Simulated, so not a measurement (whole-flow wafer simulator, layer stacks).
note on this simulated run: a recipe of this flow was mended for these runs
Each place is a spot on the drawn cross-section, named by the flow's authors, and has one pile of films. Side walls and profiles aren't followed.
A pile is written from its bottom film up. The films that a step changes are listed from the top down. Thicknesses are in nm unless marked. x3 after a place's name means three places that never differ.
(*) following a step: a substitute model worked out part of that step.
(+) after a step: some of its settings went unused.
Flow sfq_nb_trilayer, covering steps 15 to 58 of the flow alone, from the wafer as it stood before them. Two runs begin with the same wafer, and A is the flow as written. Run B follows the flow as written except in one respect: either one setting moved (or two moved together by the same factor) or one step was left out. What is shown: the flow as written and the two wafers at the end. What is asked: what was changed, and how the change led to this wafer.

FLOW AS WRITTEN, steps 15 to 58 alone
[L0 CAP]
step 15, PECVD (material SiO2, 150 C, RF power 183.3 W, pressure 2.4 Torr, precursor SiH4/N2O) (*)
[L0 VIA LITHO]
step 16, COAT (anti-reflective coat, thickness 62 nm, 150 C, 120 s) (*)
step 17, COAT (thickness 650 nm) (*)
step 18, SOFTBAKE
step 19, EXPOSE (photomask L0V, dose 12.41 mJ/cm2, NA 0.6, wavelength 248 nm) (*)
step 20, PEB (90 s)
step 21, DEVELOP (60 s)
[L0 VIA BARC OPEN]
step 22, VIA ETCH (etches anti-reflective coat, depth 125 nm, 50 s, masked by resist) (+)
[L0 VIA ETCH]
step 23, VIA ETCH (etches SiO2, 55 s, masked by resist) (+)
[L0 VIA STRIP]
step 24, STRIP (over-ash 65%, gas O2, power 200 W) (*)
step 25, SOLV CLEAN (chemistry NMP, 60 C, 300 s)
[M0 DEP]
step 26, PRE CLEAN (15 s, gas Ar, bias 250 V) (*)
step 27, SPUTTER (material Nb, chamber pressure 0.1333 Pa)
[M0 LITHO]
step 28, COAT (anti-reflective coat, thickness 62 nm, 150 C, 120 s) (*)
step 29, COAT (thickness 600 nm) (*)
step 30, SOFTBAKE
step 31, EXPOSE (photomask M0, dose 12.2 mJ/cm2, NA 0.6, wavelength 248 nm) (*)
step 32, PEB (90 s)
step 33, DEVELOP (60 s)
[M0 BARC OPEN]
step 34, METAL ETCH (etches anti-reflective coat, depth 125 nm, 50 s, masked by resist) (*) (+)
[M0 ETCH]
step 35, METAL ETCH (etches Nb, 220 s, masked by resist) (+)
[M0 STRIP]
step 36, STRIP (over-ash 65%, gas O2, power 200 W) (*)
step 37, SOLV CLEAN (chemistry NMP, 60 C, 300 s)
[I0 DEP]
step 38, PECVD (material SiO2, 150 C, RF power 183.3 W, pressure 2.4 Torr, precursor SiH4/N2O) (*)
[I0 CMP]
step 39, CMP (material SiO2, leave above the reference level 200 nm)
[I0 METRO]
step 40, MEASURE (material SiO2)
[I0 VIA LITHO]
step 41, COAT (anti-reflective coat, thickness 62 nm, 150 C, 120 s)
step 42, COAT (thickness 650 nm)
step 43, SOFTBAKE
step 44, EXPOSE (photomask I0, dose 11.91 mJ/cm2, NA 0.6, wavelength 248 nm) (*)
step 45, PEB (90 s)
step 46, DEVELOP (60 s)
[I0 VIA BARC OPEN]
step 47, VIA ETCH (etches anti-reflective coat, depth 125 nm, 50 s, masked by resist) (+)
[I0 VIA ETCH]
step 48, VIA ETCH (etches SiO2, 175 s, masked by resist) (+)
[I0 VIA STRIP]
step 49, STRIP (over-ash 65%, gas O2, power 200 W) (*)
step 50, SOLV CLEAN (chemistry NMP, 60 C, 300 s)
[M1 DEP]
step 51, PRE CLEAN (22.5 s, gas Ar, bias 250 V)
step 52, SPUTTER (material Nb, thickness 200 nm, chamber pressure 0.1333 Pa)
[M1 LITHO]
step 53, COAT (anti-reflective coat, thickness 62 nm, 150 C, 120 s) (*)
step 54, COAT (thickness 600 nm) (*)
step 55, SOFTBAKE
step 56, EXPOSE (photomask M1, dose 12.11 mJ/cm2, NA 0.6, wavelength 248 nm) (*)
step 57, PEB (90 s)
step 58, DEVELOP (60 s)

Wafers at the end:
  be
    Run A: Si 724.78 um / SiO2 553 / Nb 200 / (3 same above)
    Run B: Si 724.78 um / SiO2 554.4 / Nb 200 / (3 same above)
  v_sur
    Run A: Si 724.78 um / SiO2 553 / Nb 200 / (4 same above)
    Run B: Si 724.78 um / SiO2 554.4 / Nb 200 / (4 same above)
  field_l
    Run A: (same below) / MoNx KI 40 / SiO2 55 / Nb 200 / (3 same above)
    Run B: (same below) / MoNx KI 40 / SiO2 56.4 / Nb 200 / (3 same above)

What caused this: step 26, PRE CLEAN: bias 162 V was run, though the flow has bias 250 V.

The path from the change to this, step by step:
  step 26, PRE CLEAN (15 s, gas Ar, bias 250 V) (*)
      field_l, v_sur, via_wl and 102 more: A SiO2 loses 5 | B SiO2 loses 3.6
      l0v: A MoNx KI loses 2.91 | B MoNx KI loses 1.85
